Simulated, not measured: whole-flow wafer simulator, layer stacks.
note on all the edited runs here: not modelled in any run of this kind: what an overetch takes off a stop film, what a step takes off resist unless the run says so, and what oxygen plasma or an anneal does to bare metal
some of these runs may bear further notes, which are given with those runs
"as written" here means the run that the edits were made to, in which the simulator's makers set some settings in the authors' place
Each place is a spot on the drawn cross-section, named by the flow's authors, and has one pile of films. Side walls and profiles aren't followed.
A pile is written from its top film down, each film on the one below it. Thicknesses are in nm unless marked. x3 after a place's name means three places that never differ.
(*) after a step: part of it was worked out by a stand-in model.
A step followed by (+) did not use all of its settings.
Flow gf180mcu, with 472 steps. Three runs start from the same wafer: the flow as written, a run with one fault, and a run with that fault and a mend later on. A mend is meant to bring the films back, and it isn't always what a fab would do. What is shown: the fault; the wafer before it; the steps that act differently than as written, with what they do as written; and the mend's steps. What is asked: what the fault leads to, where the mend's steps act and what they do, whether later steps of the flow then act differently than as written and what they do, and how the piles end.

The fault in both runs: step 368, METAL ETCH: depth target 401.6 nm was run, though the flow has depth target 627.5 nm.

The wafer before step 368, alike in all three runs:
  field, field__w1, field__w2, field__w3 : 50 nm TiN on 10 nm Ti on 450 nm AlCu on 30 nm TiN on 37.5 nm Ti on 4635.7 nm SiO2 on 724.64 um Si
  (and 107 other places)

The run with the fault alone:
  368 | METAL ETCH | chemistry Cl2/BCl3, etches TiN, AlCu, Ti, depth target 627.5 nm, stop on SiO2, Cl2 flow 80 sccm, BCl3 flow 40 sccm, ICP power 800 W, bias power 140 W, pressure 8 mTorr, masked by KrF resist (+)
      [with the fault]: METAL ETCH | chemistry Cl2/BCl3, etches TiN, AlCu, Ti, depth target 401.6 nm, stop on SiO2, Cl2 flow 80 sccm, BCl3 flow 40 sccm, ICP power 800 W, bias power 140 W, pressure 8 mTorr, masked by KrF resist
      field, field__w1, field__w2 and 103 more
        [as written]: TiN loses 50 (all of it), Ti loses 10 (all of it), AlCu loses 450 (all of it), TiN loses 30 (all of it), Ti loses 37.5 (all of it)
        [with the fault]: TiN loses 50 (all of it), Ti loses 10 (all of it), AlCu loses 341.6
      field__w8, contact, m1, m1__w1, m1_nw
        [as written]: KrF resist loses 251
        [with the fault]: KrF resist loses 160.6
  Steps later in the flow that act otherwise than as written:
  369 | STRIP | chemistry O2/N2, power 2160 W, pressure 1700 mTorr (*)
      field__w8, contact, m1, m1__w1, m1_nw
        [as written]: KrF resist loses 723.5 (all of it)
        [with the fault]: KrF resist loses 813.9 (all of it)
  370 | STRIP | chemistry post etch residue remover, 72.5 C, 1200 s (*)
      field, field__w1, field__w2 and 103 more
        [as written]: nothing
        [with the fault]: AlCu loses 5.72
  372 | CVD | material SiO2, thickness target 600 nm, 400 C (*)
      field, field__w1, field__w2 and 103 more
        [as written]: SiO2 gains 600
        [with the fault]: SiO2 gains 600 (new film)
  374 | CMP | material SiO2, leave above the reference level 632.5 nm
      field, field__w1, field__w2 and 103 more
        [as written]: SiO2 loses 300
        [with the fault]: SiO2 loses 470.2
  By the end, the piles at field, field__w1, field__w2 and 104 more depart from the flow's by more than 2% or 0.5 nm, whichever is larger.
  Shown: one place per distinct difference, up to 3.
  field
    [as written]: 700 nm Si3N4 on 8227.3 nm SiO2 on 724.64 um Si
    [with the fault]: 700 nm Si3N4 on 3421.4 nm SiO2 on 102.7 nm AlCu on 30 nm TiN on 37.5 nm Ti on 4635.7 nm SiO2 on 724.64 um Si
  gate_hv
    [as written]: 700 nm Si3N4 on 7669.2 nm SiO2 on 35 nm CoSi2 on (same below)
    [with the fault]: 700 nm Si3N4 on 3421.4 nm SiO2 on 102.7 nm AlCu on 30 nm TiN on 37.5 nm Ti on 4077.6 nm SiO2 on 35 nm CoSi2 on (same below)
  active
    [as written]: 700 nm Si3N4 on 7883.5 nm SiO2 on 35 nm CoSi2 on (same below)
    [with the fault]: 700 nm Si3N4 on 3421.4 nm SiO2 on 102.7 nm AlCu on 30 nm TiN on 37.5 nm Ti on 4291.9 nm SiO2 on 35 nm CoSi2 on (same below)

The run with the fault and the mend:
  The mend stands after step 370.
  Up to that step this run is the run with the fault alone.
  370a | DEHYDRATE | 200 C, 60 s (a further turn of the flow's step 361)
      does not change any film at any place that is followed
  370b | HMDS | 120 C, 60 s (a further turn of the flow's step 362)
      does not change any film at any place that is followed
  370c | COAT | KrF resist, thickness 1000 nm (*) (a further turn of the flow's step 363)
      iso_ptap_pw, iso_ntap_nw, iso_nw_fld and 33 more
        KrF resist gains 1000 (new film)
      field__w3, field__w9, field__w12 and 12 more
        KrF resist gains 1002.7 (new film)
      field__w5, field_sub__w5, ld_gate_p and 6 more
        KrF resist gains 1002.6 (new film)
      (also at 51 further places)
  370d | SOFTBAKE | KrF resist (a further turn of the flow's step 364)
      does not change any film at any place that is followed
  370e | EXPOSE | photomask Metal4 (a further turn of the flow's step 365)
      does not change any film at any place that is followed
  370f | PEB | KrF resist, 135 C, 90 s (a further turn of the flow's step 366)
      field__w1, field__w2, field__w3 and 57 more
        KrF resist loses 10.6
      iso_ptap_pw, iso_ntap_nw, iso_nw_fld and 33 more
        KrF resist loses 10.5
      gate_hv, sd_p, nw_sep_fld, polyc_n
        KrF resist loses 10.7
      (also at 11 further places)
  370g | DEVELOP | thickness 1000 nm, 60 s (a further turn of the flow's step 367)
      iso_ptap_pw, iso_ntap_nw, iso_nw_fld and 33 more
        KrF resist loses 989.5 (all of it)
      field__w5, field__w9, field_sub and 13 more
        KrF resist loses 992.1 (all of it)
      field_sub__w2, field_sub__w4, ld_drn_n and 9 more
        KrF resist loses 992 (all of it)
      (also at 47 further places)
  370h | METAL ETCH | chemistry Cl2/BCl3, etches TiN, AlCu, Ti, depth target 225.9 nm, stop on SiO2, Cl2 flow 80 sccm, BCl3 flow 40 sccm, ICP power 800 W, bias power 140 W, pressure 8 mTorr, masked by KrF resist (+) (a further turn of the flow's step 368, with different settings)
      field, field__w1, field__w2 and 103 more
        AlCu loses 102.7 (all of it), TiN loses 30 (all of it), Ti loses 37.5 (all of it)
      field__w8, contact, m1, m1__w1, m1_nw
        KrF resist loses 90.4
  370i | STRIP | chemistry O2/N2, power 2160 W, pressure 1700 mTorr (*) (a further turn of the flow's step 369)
      field__w8
        KrF resist loses 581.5 (all of it)
      contact
        KrF resist loses 579.5 (all of it)
      m1
        KrF resist loses 581.9 (all of it)
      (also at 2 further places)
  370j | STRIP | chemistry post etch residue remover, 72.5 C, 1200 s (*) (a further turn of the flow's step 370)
      field__w8, contact, m1, m1__w1, m1_nw
        TiN loses 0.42
  None of the later steps of the flow differs from how it acts as written, at any place that is followed, by more than 2% or 0.5 nm, whichever is larger.
  When the end is reached, the piles differ only a little from the flow's at the places that both follow, at most by 2% or 0.5 nm, whichever is larger.
